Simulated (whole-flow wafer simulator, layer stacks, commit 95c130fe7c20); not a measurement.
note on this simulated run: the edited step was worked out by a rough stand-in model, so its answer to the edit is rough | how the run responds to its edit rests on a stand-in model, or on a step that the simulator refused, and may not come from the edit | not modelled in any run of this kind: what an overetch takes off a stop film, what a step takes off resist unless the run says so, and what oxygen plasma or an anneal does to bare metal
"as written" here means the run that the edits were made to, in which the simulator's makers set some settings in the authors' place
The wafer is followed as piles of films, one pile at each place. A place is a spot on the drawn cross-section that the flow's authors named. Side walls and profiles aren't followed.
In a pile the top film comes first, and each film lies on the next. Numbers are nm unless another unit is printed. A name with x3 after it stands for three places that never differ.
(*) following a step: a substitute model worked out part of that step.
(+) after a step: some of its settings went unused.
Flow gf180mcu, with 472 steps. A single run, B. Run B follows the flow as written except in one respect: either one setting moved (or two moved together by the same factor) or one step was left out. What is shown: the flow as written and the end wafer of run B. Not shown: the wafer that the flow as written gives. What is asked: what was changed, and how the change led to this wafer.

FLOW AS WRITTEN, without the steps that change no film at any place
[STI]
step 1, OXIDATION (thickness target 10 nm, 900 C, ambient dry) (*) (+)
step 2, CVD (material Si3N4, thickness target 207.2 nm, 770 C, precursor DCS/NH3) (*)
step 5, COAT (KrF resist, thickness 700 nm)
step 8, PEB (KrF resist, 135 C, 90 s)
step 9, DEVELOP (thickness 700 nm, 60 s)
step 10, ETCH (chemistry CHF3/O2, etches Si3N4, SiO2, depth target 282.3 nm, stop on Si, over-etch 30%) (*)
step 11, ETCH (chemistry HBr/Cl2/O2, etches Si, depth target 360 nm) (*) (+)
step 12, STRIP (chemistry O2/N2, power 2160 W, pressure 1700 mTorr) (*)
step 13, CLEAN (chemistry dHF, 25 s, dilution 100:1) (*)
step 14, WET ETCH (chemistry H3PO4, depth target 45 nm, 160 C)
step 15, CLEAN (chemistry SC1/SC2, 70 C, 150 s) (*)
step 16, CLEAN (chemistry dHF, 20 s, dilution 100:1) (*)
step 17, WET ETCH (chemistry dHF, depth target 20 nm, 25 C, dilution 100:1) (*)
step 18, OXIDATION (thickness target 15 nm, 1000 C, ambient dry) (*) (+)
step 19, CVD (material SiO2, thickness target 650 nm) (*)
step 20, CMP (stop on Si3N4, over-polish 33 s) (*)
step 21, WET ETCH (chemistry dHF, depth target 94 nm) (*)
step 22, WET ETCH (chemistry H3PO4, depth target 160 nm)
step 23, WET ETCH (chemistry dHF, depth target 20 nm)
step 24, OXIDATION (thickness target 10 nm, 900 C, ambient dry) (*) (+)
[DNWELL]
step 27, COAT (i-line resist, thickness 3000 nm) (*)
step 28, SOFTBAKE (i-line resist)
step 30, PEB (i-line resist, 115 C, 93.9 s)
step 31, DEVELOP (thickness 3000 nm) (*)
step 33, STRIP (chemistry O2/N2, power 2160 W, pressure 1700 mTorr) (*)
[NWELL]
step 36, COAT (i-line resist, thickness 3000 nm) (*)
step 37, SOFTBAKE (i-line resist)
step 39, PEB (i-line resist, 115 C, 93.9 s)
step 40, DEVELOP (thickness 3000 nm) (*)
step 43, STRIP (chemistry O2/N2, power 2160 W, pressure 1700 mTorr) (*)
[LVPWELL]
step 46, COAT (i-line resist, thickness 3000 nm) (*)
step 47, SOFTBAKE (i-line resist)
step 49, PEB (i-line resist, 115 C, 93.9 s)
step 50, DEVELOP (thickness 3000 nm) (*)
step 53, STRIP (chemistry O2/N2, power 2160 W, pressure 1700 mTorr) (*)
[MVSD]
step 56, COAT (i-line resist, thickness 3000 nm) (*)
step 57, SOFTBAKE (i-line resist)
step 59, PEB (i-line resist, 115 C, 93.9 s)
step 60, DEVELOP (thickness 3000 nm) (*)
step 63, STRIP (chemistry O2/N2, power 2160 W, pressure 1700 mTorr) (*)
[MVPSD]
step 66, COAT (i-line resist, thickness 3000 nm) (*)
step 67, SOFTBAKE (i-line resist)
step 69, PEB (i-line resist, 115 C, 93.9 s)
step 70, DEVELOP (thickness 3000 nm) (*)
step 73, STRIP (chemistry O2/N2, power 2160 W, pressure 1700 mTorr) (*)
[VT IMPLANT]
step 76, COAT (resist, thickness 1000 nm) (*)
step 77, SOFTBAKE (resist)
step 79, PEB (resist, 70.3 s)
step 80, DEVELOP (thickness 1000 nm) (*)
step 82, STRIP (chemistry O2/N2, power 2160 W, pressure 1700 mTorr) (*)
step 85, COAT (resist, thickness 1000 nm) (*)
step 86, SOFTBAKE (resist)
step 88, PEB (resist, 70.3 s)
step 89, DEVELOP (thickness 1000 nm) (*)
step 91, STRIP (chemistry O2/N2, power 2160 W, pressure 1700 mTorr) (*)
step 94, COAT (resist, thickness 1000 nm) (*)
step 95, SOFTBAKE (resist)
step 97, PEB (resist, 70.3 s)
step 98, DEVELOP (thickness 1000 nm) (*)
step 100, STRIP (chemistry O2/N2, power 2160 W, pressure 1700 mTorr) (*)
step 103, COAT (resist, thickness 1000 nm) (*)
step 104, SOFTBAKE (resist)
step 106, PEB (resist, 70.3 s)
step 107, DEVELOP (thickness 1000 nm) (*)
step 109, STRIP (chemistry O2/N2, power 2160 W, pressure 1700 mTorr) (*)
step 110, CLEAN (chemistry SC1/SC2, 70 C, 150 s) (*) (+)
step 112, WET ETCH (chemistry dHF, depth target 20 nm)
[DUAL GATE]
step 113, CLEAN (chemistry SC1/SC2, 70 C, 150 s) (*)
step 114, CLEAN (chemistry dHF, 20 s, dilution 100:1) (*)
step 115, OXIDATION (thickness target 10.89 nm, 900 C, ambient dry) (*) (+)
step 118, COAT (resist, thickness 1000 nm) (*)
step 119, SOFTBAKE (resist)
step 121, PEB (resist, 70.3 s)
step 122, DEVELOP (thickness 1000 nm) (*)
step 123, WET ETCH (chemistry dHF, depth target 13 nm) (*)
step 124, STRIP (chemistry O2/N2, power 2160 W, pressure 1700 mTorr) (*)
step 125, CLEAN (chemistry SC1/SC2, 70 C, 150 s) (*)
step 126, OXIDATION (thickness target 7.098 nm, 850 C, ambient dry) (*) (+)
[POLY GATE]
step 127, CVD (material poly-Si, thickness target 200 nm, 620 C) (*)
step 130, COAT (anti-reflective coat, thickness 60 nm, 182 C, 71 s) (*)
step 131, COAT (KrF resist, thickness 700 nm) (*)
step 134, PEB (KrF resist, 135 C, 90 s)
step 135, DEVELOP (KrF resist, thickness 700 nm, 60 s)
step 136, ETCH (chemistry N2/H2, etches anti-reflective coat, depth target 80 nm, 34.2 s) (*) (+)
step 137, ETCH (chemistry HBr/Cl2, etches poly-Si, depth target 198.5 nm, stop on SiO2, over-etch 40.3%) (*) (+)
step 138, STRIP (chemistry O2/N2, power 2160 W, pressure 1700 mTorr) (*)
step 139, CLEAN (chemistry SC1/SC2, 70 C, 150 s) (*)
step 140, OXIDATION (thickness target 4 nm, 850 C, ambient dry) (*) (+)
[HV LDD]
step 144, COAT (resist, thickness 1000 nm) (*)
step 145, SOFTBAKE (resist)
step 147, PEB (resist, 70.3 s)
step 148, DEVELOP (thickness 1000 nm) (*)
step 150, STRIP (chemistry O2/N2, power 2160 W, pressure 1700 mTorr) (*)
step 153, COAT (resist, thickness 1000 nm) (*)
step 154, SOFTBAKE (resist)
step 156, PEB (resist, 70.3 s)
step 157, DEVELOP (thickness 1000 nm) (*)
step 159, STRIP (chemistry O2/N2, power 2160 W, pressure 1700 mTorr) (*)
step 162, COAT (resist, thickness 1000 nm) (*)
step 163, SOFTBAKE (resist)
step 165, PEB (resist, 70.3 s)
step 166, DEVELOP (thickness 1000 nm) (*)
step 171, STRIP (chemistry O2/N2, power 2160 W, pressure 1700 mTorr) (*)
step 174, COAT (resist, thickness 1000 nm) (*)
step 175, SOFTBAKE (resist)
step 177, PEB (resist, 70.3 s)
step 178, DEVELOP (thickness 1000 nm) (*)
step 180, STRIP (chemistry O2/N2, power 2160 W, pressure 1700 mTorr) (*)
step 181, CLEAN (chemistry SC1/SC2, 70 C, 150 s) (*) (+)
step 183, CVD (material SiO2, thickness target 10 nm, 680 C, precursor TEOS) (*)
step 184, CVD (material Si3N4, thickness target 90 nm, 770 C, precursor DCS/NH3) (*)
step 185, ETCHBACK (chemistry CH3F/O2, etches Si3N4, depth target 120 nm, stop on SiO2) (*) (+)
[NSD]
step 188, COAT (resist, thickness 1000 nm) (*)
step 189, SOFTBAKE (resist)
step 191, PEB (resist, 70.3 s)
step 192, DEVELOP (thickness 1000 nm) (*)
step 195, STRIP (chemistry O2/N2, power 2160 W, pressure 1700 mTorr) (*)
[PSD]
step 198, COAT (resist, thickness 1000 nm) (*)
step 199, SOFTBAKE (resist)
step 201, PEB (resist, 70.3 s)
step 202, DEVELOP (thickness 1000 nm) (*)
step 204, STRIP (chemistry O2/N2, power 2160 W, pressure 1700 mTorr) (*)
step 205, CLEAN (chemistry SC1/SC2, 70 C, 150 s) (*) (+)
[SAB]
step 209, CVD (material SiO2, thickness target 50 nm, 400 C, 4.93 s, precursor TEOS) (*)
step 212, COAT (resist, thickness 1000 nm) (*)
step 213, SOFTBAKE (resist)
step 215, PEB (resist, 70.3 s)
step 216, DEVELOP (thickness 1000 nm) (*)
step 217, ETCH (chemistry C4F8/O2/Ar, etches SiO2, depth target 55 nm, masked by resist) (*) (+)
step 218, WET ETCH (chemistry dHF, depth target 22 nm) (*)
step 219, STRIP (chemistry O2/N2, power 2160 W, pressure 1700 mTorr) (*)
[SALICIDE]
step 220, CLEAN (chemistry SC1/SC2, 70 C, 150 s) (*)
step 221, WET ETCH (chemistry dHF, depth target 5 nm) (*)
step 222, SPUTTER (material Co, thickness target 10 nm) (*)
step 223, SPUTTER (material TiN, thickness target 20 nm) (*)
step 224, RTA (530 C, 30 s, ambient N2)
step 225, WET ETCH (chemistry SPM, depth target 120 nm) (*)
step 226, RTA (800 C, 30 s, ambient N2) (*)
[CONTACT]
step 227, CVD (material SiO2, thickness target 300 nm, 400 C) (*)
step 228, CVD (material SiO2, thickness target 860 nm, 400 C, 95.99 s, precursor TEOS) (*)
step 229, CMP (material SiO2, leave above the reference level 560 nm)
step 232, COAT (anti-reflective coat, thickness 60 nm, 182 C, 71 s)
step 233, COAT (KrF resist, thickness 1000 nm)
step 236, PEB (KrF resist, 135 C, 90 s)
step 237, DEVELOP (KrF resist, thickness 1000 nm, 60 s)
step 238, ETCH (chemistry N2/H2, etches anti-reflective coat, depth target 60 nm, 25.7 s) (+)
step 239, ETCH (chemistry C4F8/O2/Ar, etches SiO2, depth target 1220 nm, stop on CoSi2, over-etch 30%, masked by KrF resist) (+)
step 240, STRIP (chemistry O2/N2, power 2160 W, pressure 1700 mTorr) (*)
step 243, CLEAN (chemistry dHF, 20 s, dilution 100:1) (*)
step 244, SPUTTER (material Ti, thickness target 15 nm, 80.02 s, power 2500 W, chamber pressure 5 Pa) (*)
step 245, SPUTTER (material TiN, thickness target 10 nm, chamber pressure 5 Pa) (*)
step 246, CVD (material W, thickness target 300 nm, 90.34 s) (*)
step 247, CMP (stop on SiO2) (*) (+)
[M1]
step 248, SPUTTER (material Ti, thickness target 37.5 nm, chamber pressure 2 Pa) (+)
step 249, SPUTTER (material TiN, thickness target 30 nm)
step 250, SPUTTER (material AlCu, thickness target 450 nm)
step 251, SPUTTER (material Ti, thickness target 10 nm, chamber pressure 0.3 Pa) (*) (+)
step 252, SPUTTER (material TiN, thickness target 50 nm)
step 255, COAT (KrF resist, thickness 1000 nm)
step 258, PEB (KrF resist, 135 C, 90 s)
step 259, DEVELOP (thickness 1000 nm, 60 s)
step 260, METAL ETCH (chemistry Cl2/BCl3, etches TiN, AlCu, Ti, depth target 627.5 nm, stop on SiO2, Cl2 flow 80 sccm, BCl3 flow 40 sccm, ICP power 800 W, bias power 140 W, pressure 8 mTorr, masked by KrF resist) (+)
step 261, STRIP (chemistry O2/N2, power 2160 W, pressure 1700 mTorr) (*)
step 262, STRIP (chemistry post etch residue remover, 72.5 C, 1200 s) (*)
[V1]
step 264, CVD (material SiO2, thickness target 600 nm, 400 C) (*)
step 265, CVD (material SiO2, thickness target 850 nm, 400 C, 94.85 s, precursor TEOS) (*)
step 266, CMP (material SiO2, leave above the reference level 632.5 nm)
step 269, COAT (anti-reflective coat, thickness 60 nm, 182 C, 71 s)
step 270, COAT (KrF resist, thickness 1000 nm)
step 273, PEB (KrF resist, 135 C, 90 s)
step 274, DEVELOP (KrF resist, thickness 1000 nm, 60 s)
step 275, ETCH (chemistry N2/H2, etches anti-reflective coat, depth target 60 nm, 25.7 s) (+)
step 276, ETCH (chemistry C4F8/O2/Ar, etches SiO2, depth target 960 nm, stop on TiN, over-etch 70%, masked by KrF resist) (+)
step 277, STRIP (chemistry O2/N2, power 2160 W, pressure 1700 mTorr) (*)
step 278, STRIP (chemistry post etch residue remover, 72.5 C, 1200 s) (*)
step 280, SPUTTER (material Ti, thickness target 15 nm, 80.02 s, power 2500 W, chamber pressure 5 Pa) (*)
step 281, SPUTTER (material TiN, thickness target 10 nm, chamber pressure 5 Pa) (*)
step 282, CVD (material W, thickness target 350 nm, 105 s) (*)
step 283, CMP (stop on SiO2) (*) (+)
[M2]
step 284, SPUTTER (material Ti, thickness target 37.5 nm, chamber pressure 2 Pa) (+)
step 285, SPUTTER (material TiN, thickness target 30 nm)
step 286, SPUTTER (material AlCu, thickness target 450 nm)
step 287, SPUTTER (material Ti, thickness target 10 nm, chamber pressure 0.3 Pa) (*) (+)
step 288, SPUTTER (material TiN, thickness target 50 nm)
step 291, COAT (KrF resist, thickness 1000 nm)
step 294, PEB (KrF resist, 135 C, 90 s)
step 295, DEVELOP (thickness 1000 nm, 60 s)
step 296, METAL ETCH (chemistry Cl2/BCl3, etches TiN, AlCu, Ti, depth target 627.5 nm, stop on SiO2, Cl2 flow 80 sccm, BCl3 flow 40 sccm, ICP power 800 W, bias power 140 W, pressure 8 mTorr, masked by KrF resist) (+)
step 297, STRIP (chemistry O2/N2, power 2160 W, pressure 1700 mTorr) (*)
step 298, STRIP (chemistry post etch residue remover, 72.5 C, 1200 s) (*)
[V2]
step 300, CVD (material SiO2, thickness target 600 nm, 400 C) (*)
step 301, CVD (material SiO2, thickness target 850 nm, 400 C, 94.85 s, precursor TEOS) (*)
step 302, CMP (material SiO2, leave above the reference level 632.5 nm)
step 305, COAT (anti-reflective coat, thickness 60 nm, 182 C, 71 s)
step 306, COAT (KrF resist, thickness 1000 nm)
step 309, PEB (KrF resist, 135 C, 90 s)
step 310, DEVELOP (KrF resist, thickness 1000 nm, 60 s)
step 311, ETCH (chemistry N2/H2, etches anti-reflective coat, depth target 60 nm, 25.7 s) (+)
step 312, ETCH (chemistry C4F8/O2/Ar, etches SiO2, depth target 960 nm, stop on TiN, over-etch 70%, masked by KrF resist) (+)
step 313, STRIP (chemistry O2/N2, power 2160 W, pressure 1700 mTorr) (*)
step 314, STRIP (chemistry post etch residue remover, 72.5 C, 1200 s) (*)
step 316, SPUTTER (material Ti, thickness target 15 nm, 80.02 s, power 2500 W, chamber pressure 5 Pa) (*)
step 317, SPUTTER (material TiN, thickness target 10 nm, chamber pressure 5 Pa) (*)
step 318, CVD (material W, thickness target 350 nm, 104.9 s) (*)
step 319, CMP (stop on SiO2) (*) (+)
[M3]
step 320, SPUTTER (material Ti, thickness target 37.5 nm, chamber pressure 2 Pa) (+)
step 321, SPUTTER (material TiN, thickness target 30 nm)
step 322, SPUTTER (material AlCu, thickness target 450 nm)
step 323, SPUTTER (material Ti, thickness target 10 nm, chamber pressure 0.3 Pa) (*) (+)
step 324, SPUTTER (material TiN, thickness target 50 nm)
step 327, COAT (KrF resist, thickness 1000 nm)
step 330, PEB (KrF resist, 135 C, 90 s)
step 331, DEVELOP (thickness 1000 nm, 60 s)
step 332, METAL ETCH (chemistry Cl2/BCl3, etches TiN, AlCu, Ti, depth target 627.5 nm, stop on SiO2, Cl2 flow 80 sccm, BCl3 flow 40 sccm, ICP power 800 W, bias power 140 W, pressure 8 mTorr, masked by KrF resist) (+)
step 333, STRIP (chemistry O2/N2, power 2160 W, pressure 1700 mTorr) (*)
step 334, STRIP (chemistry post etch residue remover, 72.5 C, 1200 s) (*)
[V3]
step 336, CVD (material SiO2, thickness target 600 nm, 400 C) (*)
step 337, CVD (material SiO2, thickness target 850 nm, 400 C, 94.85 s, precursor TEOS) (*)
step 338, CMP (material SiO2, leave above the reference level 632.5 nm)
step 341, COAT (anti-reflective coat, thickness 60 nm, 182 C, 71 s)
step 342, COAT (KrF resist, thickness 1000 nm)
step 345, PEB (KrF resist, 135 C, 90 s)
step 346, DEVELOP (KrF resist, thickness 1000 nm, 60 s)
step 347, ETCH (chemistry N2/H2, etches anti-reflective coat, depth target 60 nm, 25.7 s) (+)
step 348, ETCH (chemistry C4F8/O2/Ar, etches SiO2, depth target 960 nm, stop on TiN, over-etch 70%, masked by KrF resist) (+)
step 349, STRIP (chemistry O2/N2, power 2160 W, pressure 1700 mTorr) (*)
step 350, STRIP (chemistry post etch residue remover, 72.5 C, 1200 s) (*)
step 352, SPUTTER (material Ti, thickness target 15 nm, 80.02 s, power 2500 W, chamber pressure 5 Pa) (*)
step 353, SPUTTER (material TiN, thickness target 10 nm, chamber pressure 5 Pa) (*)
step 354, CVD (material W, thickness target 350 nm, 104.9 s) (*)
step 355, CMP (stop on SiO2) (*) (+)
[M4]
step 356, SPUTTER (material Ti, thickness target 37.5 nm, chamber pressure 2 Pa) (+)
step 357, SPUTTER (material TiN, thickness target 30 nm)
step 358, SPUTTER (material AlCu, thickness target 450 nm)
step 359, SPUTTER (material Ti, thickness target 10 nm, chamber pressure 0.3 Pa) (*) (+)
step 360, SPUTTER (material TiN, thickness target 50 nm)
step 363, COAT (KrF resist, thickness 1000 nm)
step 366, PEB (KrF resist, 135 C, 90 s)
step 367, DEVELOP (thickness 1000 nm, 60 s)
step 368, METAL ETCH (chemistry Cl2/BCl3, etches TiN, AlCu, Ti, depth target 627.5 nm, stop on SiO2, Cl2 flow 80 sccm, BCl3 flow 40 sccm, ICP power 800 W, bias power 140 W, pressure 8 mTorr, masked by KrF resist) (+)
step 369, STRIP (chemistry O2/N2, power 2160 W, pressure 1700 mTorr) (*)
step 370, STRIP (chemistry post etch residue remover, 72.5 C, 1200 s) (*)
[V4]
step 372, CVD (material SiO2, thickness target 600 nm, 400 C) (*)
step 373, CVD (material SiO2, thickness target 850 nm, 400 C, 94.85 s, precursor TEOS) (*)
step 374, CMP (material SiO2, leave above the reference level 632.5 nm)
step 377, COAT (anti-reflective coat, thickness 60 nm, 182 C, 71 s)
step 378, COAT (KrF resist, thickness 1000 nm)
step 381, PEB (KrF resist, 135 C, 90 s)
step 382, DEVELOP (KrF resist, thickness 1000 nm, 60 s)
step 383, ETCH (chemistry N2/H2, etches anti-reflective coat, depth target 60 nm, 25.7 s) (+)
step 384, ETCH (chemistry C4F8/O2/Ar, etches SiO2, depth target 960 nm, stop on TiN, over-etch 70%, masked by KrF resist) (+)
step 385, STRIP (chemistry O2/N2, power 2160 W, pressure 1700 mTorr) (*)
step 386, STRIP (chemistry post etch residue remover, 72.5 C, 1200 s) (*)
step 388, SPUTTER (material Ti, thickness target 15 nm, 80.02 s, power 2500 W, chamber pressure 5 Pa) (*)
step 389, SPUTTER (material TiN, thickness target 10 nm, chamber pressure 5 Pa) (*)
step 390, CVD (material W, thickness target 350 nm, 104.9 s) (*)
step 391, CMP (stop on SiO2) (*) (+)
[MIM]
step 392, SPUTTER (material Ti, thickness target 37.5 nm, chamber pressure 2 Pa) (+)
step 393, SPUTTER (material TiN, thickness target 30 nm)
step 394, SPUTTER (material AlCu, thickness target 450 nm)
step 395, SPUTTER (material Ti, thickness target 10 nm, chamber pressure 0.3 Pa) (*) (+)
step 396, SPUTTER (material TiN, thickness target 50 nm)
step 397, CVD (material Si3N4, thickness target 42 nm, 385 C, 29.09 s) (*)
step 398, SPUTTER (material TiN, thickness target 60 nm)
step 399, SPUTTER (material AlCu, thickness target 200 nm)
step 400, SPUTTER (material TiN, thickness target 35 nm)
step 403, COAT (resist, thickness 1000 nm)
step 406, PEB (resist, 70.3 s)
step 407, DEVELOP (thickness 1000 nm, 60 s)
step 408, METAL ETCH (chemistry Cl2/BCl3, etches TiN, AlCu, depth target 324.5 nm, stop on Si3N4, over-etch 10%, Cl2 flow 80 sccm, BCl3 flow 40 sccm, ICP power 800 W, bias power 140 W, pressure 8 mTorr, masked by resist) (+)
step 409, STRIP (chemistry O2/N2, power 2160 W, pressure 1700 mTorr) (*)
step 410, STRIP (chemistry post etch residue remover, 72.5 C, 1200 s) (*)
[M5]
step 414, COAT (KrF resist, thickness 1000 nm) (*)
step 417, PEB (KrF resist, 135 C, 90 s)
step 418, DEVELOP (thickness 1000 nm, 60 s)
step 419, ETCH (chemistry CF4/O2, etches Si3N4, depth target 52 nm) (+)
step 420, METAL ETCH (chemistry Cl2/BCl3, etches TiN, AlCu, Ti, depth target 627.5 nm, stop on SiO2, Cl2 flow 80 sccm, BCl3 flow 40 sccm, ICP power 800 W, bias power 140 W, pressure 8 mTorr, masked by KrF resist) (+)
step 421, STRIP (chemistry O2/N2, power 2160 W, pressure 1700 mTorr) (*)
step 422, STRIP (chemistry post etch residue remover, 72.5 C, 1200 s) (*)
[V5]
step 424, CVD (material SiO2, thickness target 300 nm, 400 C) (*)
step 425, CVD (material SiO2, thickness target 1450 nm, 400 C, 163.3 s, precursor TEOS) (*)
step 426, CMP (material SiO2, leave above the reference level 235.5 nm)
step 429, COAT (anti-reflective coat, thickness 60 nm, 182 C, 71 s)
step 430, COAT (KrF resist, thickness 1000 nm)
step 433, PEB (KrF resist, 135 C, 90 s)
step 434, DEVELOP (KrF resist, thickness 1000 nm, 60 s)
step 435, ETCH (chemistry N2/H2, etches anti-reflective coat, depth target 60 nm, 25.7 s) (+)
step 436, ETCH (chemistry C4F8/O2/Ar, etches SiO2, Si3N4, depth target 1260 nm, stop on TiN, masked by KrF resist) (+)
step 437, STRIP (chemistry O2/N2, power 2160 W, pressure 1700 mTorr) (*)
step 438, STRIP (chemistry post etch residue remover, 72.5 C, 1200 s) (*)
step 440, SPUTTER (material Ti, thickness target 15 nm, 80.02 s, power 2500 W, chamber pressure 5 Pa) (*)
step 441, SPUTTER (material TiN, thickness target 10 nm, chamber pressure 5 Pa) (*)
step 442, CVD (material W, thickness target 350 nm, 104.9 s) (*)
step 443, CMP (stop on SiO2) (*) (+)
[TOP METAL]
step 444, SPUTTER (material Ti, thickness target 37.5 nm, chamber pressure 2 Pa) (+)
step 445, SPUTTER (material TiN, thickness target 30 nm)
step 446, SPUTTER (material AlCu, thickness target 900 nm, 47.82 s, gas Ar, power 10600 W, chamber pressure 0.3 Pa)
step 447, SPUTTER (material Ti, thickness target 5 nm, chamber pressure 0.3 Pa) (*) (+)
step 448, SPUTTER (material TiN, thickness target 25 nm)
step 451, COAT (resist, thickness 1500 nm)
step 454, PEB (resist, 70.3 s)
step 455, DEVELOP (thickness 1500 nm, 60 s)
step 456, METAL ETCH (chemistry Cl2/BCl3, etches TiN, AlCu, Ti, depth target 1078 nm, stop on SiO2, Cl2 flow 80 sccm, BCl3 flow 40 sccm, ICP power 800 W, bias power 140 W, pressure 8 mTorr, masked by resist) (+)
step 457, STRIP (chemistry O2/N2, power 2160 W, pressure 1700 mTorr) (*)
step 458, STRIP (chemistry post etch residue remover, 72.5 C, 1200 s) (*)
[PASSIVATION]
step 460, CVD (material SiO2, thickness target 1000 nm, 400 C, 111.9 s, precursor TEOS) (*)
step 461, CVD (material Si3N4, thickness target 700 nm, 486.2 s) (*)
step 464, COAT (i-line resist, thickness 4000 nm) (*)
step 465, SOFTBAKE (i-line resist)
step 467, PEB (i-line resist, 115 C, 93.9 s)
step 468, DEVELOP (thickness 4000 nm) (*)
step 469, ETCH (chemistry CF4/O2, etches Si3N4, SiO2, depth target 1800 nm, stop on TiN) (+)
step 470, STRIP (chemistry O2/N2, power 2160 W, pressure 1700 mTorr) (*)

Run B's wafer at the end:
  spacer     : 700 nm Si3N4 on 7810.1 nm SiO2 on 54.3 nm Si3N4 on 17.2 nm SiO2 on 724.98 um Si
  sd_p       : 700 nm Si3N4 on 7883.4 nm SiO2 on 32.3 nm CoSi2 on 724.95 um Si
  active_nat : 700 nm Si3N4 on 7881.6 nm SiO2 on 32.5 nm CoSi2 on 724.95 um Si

Cause: step 184, CVD: thickness target 58.5 nm was run, whereas the flow has thickness target 90 nm.

Step by step, how the change led to this:
  step 184, CVD (material Si3N4, thickness target 90 nm, 770 C, precursor DCS/NH3) (*)
      field, field__w1, field__w2 and 101 more: +58.5 Si3N4 (new film) (as written it would have been: +90 Si3N4 (new film))
  step 185, ETCHBACK (chemistry CH3F/O2, etches Si3N4, depth target 120 nm, stop on SiO2) (*) (+)
      field, field__w1, field__w2 and 100 more: -58.5 Si3N4 (all of it), -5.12 SiO2 (as written it would have been: -90 Si3N4 (all of it), -2.5 SiO2)
  step 188, COAT (resist, thickness 1000 nm) (*)
      spacer: +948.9 resist (new film) (as written it would have been: +920.2 resist (new film))
  step 189, SOFTBAKE (resist)
      field: -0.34 resist (as written it would have been: +3.56 resist)
      field__w6: +6.95 resist (as written it would have been: +7.53 resist)
      (also at 9 further places)
  step 191, PEB (resist, 70.3 s)
      spacer: -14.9 resist (as written it would have been: -14.3 resist)
  step 192, DEVELOP (thickness 1000 nm) (*)
      spacer: -934 resist (all of it) (as written it would have been: -905.9 resist (all of it))
  step 195, STRIP (chemistry O2/N2, power 2160 W, pressure 1700 mTorr) (*)
      field: -1005.8 resist (all of it) (as written it would have been: -1026.7 resist (all of it))
  step 198, COAT (resist, thickness 1000 nm) (*)
      spacer: +948.9 resist (new film) (as written it would have been: +920.2 resist (new film))
  step 199, SOFTBAKE (resist)
      field: -0.34 resist (as written it would have been: +3.56 resist)
      field__w6: +6.95 resist (as written it would have been: +7.53 resist)
      (also at 9 further places)
  step 201, PEB (resist, 70.3 s)
      spacer: -14.9 resist (as written it would have been: -14.3 resist)
  step 204, STRIP (chemistry O2/N2, power 2160 W, pressure 1700 mTorr) (*)
      field: -1005.8 resist (all of it) (as written it would have been: -1026.7 resist (all of it))
      spacer: -934 resist (all of it) (as written it would have been: -905.9 resist (all of it))
  step 212, COAT (resist, thickness 1000 nm) (*)
      spacer: +948 resist (new film) (as written it would have been: +919.4 resist (new film))
  step 213, SOFTBAKE (resist)
      field__w9: +6.7 resist (as written it would have been: -3.11 resist)
      field__w5: +6.95 resist (as written it would have been: +7.65 resist)
      (also at 7 further places)
  step 216, DEVELOP (thickness 1000 nm) (*)
      spacer: -933.2 resist (all of it) (as written it would have been: -905.1 resist (all of it))
  step 218, WET ETCH (chemistry dHF, depth target 22 nm) (*)
      gate, gate_hv, gate_p and 23 more: -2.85 SiO2 (all of it) (as written it would have been: -5.48 SiO2 (all of it))
      active, p_well, sd_n, iso_ptap_pw, iso_ntap_nw, iso_ptap_sub, vpnp_e: -6.39 SiO2 (all of it) (as written it would have been: -9.01 SiO2 (all of it))
      (also at 16 further places)
  step 222, SPUTTER (material Co, thickness target 10 nm) (*)
      field__w2: +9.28 Co (new film) (as written it would have been: +8.65 Co (new film))
      field__w3: +8.9 Co (new film) (as written it would have been: +8.06 Co (new film))
      (also at 4 further places)
  ... 4 further steps ...
  step 229, CMP (material SiO2, leave above the reference level 560 nm)
      spacer: -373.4 SiO2 (as written it would have been: -404.9 SiO2)
